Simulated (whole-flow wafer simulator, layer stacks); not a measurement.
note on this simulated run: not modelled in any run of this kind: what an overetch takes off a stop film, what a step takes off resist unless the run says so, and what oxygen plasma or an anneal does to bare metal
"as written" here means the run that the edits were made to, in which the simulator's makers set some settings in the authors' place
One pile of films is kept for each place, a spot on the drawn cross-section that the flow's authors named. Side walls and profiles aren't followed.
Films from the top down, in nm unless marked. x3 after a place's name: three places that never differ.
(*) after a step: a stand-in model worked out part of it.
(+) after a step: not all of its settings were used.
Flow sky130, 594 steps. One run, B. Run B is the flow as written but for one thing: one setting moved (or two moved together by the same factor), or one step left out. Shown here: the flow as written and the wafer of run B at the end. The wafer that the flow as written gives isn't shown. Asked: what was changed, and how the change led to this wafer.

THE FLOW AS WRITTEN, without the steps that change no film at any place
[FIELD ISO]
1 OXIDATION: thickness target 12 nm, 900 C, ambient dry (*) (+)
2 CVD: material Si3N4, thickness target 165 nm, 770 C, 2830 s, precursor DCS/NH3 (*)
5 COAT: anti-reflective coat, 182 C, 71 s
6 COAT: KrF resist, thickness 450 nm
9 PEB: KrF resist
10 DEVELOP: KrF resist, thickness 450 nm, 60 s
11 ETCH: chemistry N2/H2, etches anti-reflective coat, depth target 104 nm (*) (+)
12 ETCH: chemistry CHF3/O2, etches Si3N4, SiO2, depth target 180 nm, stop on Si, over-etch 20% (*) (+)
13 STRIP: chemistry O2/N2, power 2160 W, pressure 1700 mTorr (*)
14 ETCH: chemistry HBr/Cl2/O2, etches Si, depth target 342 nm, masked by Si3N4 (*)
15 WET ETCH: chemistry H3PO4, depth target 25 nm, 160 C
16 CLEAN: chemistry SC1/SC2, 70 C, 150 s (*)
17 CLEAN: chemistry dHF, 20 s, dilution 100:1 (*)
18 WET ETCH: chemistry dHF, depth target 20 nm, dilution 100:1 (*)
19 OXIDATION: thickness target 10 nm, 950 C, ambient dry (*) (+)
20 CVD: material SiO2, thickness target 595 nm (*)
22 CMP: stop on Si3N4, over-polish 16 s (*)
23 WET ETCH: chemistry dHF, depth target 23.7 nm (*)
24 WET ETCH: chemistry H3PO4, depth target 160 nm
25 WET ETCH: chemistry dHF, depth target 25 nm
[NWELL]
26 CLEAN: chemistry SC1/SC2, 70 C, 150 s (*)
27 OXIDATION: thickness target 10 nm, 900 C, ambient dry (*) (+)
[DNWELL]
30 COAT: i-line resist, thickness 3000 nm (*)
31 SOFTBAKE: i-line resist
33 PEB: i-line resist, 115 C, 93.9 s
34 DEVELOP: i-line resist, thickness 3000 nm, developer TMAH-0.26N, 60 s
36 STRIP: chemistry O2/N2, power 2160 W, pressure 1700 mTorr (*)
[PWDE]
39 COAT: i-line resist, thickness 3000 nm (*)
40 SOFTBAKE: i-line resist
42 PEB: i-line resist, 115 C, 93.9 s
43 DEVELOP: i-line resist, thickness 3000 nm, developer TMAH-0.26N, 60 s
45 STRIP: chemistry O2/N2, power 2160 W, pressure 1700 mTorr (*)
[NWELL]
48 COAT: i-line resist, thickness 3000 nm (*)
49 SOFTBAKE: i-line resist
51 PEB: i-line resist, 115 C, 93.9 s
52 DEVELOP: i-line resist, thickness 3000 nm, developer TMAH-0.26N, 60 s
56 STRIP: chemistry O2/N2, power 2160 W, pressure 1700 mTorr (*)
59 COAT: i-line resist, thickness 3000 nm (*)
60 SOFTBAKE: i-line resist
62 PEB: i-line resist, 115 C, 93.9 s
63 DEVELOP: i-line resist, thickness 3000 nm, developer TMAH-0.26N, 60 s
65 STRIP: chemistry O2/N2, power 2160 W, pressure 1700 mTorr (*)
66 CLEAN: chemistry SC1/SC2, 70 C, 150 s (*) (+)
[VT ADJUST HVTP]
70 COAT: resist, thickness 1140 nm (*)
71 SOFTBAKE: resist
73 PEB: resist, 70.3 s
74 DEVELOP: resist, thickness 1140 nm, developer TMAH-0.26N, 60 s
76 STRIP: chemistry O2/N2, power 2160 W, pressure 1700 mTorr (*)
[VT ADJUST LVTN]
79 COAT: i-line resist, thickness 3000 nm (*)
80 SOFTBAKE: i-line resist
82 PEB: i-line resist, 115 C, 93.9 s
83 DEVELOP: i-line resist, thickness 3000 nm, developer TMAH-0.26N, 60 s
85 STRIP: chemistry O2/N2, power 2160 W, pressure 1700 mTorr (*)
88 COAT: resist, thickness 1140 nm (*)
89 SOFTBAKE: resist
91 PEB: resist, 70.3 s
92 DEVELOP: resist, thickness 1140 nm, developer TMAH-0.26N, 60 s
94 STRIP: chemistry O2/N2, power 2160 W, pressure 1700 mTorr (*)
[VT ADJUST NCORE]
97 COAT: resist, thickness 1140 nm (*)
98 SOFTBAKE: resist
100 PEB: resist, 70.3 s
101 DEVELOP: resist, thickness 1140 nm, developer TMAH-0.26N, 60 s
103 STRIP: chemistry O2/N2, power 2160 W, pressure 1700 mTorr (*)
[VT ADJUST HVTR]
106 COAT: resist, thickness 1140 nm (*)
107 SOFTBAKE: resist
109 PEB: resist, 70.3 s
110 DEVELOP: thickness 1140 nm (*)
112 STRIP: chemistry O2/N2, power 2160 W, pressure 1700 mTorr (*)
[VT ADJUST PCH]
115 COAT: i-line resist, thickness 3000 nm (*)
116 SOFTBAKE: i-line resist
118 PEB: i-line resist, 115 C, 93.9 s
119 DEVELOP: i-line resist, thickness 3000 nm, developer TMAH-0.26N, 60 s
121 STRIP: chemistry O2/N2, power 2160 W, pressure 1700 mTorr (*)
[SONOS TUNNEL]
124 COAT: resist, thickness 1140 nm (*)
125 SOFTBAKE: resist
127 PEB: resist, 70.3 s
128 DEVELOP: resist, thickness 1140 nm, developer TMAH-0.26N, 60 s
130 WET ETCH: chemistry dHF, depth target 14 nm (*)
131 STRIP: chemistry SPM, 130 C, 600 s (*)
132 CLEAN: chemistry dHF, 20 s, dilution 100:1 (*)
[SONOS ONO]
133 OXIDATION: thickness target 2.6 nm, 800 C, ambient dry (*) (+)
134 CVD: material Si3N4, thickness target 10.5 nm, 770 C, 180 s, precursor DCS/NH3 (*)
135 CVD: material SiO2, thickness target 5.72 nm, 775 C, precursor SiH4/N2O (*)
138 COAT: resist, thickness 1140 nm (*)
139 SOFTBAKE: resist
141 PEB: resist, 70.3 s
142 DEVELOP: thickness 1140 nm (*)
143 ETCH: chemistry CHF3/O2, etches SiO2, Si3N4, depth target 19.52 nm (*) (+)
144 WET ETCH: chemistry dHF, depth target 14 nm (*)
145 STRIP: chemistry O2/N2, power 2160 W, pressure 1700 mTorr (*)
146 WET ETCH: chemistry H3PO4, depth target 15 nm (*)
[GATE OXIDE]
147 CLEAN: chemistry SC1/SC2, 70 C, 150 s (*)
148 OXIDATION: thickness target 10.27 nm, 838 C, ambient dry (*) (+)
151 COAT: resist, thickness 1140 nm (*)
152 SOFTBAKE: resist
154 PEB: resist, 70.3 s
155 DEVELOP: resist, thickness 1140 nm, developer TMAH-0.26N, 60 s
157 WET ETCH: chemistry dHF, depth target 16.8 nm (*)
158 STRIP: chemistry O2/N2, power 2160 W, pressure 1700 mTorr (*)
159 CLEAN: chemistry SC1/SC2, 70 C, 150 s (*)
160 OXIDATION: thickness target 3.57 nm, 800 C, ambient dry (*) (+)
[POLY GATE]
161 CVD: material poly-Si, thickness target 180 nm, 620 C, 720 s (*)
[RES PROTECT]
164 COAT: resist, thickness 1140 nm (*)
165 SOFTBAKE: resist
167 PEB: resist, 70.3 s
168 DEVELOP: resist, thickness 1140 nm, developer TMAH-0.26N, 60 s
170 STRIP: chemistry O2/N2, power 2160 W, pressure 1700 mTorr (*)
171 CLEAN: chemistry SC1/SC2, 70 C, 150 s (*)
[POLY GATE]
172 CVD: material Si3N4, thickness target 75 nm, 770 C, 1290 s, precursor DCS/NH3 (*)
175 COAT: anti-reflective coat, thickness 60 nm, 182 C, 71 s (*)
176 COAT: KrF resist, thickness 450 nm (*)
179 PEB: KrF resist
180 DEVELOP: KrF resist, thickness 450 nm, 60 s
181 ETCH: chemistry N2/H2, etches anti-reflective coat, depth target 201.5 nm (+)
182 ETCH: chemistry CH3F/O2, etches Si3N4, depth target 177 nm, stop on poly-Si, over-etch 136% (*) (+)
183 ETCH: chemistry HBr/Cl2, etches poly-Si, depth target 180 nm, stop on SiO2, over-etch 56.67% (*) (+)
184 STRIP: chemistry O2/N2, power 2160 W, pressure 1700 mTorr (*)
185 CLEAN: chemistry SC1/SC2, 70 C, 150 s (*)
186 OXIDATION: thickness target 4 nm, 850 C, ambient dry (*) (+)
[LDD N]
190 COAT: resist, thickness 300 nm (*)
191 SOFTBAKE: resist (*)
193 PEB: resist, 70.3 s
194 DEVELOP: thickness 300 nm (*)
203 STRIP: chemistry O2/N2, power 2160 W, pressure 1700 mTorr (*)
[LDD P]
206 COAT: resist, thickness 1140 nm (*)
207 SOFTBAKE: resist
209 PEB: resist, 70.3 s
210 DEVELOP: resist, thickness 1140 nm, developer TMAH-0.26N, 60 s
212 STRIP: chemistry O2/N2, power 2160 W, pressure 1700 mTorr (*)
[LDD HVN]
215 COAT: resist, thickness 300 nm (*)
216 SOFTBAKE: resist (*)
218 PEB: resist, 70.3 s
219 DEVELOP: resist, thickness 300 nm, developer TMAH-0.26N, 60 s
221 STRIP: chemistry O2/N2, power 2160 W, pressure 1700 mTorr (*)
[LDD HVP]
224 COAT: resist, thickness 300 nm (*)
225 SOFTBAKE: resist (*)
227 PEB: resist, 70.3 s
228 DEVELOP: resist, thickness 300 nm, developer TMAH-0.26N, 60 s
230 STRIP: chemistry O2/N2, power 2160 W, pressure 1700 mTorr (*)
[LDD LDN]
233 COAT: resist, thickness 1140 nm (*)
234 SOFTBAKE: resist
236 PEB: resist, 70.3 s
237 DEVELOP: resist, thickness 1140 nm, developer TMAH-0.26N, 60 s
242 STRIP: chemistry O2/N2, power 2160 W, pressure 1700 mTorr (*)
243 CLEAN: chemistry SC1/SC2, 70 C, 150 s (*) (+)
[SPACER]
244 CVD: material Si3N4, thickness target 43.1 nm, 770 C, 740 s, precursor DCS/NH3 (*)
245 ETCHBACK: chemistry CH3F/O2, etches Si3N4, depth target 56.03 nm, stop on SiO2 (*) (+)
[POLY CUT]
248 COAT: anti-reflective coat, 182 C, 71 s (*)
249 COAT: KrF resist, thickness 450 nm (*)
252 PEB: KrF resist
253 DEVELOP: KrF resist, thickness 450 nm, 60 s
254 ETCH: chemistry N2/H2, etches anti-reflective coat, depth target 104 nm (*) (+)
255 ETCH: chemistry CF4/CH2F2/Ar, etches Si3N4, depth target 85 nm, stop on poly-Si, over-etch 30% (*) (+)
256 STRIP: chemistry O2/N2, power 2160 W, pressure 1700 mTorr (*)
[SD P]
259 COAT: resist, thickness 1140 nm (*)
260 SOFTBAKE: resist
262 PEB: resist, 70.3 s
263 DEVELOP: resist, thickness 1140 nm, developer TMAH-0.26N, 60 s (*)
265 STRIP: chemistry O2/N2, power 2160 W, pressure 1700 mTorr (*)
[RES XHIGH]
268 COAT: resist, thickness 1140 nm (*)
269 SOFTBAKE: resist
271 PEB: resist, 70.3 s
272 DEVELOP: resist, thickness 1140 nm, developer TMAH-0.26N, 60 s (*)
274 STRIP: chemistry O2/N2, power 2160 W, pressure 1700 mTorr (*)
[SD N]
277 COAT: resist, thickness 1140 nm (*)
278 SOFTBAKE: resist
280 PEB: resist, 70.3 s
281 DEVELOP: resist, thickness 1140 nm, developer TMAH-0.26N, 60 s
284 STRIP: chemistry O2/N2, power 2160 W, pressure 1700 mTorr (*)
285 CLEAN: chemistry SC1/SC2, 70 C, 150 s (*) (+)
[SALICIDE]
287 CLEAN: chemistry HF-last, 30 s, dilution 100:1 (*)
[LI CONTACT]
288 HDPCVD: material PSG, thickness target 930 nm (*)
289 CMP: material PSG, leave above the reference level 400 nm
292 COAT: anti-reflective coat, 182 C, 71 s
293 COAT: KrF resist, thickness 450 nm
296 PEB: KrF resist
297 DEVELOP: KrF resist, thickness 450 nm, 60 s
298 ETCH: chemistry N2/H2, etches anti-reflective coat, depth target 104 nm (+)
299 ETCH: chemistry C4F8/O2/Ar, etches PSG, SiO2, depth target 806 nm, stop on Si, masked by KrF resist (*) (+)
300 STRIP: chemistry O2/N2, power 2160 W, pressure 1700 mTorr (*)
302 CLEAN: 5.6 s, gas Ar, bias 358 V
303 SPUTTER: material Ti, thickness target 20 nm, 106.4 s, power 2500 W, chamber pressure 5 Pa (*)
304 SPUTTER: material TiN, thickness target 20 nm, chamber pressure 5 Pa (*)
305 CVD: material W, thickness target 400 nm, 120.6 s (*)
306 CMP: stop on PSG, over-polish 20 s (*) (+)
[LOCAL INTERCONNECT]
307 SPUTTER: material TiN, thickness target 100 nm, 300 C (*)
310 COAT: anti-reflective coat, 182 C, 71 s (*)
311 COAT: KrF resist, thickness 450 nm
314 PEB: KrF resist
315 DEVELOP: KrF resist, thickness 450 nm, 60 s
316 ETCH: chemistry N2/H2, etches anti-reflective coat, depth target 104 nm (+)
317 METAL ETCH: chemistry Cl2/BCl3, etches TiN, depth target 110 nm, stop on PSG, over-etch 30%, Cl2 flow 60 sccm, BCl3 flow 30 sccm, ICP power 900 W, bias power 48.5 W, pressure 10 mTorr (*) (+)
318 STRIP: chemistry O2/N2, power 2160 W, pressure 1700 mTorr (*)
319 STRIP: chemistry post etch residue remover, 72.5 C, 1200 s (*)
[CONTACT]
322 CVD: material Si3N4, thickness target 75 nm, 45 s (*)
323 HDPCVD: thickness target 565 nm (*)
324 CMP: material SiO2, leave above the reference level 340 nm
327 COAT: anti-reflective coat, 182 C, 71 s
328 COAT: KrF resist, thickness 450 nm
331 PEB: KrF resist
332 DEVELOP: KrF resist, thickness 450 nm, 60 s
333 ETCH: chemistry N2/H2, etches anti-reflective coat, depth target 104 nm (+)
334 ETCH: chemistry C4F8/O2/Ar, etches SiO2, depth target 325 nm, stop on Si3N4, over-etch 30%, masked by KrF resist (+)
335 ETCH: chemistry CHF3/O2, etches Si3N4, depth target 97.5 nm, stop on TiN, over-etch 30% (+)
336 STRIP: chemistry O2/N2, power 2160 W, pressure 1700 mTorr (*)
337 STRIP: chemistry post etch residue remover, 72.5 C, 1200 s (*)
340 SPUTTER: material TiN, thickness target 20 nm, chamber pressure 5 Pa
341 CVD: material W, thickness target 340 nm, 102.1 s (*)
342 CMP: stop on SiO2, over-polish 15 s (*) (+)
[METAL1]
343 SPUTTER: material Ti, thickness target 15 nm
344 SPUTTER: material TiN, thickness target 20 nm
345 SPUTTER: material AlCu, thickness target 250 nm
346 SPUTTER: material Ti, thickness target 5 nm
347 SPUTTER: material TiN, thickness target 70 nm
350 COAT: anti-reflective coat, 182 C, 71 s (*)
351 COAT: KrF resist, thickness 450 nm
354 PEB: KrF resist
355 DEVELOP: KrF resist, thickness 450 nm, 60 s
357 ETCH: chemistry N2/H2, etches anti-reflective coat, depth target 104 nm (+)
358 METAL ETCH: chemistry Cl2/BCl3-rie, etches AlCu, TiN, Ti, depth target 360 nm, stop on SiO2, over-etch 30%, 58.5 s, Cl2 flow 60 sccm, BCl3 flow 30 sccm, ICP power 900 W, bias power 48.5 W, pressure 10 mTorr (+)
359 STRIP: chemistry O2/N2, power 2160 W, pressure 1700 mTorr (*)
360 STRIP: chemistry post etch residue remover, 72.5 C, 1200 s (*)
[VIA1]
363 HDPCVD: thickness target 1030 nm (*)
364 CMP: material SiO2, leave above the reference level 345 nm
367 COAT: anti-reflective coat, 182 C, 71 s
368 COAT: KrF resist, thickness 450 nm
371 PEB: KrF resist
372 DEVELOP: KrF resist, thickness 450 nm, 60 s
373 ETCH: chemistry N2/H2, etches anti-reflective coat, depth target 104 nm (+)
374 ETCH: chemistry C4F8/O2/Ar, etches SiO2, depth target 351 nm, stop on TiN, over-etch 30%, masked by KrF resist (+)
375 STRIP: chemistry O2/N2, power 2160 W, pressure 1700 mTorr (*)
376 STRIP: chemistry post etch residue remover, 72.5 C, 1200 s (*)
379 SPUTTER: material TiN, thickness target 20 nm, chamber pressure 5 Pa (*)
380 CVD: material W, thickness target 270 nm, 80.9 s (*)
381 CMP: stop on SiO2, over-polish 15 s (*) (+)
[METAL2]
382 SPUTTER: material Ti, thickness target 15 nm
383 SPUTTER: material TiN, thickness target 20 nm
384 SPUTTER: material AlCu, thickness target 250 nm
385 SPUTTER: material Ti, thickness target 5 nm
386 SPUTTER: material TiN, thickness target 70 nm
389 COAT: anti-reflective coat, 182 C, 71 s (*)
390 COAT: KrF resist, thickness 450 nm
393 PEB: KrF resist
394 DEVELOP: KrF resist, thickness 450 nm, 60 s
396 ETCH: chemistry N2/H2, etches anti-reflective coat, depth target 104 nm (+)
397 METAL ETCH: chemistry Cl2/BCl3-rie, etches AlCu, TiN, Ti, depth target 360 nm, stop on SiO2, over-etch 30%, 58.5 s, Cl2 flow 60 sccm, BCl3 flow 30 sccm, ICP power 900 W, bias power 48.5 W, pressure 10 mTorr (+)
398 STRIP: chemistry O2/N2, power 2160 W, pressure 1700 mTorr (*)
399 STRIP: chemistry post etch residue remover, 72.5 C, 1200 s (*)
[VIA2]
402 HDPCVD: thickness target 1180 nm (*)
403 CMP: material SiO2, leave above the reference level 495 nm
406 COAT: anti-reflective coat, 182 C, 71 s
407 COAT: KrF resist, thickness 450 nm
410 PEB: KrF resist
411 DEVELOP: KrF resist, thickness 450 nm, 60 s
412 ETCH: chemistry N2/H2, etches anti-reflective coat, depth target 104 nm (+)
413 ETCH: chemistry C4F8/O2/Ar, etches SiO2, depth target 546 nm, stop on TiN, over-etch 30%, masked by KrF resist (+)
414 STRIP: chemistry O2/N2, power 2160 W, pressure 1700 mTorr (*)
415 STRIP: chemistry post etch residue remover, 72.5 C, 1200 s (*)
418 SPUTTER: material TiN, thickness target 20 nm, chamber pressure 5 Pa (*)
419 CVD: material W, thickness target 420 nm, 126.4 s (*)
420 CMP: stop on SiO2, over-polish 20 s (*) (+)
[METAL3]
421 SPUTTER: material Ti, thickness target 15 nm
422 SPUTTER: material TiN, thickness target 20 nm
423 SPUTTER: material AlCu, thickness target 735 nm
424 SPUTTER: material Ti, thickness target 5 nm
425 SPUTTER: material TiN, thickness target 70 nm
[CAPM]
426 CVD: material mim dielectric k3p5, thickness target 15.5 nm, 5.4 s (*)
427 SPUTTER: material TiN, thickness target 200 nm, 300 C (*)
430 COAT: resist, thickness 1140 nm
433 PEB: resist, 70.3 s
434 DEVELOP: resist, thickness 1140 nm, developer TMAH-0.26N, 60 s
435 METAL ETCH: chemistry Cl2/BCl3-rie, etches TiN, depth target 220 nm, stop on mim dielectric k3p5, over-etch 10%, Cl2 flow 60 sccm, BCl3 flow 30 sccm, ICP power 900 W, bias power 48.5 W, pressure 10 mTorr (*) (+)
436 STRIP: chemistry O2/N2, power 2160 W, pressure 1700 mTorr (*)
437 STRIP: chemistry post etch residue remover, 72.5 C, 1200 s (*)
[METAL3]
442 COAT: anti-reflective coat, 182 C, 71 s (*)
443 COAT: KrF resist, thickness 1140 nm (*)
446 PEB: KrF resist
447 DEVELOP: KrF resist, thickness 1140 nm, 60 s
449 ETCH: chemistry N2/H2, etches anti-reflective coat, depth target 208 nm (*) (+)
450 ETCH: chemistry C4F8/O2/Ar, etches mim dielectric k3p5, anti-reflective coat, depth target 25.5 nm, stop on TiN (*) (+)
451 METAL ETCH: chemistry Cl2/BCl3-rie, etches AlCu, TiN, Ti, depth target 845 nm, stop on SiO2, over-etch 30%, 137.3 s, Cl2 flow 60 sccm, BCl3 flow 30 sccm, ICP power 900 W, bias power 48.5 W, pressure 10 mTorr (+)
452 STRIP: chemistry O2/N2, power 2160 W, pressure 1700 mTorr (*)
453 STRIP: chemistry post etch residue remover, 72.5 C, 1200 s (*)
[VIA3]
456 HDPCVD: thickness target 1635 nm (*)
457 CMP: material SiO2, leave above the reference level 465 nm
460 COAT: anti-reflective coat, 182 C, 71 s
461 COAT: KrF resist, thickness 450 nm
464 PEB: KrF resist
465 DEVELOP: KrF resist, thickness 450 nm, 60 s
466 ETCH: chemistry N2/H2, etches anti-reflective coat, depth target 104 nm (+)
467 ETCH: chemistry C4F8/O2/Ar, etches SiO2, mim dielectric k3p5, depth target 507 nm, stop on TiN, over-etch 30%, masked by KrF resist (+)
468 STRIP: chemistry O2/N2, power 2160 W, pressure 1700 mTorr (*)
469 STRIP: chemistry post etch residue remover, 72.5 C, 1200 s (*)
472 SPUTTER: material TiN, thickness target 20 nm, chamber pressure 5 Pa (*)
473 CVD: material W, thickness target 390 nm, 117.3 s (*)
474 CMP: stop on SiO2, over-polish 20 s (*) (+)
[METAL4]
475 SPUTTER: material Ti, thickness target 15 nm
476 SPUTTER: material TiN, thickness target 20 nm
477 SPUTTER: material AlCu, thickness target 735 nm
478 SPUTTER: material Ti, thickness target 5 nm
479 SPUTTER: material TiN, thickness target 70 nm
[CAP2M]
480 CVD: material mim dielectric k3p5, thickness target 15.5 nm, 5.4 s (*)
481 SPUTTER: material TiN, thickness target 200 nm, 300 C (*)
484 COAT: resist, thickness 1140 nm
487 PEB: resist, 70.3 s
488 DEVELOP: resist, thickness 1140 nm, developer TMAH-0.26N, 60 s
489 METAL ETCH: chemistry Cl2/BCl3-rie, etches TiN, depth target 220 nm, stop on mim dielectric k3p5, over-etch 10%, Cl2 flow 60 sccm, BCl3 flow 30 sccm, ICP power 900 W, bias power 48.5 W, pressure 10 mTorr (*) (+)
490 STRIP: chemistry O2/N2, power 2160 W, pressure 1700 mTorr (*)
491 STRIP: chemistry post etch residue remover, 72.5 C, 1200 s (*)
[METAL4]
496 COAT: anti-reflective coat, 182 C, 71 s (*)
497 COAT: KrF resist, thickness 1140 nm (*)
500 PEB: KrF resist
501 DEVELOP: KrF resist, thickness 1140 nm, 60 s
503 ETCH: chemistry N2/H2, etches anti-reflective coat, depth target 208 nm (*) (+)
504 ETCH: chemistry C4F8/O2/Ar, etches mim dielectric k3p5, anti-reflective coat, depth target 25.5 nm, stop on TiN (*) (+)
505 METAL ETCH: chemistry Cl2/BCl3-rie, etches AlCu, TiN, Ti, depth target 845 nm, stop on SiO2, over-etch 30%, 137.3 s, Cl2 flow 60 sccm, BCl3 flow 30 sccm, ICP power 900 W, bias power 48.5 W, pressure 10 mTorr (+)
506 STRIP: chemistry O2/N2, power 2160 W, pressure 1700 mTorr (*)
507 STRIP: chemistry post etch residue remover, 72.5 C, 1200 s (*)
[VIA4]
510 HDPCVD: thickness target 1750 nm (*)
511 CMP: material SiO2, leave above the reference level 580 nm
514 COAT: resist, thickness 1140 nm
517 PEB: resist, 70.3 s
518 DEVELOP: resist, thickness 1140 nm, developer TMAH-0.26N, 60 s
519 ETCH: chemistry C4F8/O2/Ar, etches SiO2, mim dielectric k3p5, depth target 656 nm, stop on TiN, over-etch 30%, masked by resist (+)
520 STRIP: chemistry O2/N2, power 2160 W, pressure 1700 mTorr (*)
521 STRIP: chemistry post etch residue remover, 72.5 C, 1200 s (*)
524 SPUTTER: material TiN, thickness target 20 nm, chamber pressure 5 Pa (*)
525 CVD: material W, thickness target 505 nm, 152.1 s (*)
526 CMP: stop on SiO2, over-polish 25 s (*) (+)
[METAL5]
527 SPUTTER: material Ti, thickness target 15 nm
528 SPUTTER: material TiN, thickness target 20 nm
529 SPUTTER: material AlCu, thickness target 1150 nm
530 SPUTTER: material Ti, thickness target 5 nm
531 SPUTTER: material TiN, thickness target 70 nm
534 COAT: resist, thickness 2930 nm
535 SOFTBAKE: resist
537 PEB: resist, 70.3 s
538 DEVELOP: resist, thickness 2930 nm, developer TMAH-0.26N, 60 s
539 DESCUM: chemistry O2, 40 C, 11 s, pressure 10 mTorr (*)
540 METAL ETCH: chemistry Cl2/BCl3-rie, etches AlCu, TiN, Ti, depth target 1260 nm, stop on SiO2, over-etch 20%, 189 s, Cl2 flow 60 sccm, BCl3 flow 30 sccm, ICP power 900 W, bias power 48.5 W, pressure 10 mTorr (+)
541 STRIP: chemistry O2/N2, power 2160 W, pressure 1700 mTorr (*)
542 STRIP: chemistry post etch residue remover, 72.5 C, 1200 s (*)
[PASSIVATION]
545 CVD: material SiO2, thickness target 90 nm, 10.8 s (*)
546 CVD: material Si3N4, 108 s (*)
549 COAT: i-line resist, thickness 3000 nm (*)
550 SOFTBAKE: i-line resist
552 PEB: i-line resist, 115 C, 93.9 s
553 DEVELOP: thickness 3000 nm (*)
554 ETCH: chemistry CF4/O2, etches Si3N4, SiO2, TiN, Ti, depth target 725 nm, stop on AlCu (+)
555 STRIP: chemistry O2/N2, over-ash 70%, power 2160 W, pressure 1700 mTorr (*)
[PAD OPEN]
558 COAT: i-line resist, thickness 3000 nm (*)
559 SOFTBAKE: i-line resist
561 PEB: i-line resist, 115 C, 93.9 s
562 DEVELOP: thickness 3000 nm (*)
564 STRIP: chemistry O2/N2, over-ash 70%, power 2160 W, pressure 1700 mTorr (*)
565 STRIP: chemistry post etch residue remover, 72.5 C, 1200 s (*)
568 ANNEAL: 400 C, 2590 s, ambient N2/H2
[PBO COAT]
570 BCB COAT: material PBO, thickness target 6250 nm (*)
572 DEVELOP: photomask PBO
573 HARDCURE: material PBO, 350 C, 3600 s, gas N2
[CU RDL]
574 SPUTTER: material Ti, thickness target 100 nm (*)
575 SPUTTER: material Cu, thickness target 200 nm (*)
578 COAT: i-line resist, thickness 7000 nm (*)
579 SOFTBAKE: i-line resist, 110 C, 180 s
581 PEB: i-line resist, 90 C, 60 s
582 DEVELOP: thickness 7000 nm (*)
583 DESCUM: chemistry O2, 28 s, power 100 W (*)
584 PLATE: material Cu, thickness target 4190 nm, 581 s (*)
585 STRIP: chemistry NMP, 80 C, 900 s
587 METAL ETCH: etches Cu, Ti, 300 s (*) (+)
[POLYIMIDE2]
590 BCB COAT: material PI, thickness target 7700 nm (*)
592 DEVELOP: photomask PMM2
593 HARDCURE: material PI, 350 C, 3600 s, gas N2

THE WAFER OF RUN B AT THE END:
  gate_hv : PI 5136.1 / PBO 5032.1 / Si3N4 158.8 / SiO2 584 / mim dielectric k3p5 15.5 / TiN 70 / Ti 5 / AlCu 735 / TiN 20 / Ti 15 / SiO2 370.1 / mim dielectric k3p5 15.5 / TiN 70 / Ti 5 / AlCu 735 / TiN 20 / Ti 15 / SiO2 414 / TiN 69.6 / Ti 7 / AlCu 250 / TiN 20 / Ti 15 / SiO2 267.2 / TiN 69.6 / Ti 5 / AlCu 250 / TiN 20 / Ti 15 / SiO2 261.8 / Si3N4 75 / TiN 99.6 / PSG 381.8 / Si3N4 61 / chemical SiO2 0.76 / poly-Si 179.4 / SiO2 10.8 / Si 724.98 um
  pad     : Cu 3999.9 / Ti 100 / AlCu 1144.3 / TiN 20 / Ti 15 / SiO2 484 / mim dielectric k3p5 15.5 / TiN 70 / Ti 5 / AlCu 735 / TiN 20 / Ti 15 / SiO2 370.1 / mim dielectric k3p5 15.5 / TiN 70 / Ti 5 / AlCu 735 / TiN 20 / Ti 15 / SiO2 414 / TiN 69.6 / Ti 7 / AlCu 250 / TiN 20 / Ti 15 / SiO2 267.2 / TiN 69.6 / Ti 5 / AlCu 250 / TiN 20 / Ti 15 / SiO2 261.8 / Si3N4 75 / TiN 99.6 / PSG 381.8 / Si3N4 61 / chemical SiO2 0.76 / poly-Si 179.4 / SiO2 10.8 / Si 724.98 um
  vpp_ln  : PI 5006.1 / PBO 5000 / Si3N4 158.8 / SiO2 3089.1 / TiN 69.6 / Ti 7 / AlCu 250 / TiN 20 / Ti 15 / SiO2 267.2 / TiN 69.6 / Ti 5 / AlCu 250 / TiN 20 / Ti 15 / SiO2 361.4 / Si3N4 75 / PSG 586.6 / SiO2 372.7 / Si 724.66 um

The cause: step 385, SPUTTER: thickness target 7 nm was run, where the flow has thickness target 5 nm.
It can be read off the wafer: gate_hv has Ti 7, and step 385 as written asks for 5 nm.

How the change led to this, step by step:
  385 SPUTTER: material Ti, thickness target 5 nm
      field, active, n_well and 188 more: Ti +7 (new film) (as written it would be: Ti +5 (new film))
  397 METAL ETCH: chemistry Cl2/BCl3-rie, etches AlCu, TiN, Ti, depth target 360 nm, stop on SiO2, over-etch 30%, 58.5 s, Cl2 flow 60 sccm, BCl3 flow 30 sccm, ICP power 900 W, bias power 48.5 W, pressure 10 mTorr (+)
      field, active, gate and 82 more: TiN -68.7 (all of it), Ti -7 (all of it), AlCu -250 (all of it), TiN -20 (all of it), Ti -15 (all of it), SiO2 -10.7 (as written it would be: TiN -68.7 (all of it), Ti -5 (all of it), AlCu -250 (all of it), TiN -20 (all of it), Ti -15 (all of it), SiO2 -10.9)
